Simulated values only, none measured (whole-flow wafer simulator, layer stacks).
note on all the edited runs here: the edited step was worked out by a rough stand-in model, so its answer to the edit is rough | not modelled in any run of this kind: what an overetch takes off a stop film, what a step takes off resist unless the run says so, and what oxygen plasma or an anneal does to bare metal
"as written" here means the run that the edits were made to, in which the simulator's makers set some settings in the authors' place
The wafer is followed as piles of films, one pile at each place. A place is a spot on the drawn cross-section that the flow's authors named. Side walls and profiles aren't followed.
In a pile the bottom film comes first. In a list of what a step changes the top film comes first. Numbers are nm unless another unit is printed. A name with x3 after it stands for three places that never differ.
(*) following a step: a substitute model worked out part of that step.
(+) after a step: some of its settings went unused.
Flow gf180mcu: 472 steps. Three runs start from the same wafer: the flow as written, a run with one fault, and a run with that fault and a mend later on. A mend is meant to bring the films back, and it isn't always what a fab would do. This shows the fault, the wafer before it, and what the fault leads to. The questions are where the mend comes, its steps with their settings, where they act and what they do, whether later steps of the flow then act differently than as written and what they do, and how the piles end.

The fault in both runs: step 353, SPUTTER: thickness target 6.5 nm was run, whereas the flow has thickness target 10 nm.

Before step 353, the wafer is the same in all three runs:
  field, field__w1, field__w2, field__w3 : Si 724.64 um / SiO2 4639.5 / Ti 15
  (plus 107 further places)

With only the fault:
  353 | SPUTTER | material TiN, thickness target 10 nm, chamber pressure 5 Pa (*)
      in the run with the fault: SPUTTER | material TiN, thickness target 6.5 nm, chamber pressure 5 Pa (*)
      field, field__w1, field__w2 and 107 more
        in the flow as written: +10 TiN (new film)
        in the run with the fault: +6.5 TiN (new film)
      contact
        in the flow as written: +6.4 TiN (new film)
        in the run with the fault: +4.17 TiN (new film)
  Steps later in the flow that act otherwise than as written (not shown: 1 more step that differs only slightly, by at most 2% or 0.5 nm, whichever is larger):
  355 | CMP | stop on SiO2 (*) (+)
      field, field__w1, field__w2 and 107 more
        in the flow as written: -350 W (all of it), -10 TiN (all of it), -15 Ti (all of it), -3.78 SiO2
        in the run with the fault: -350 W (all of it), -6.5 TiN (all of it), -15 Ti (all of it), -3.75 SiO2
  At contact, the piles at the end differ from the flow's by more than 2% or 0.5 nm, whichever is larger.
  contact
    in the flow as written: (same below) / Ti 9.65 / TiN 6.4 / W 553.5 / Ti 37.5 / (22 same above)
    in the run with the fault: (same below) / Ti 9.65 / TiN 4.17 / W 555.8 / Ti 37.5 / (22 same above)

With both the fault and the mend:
  After step 353 comes the mend.
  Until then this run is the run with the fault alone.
  353a | SPUTTER | material TiN, thickness target 3.5 nm, chamber pressure 5 Pa (*) (a further turn of the flow's step 353, with different settings)
      field, field__w1, field__w2 and 107 more
        +3.5 TiN
      contact
        +2.24 TiN
  None of the later steps of the flow acts differently than as written at any place that is followed.
  By the end, the piles equal the flow's at every place that both follow.
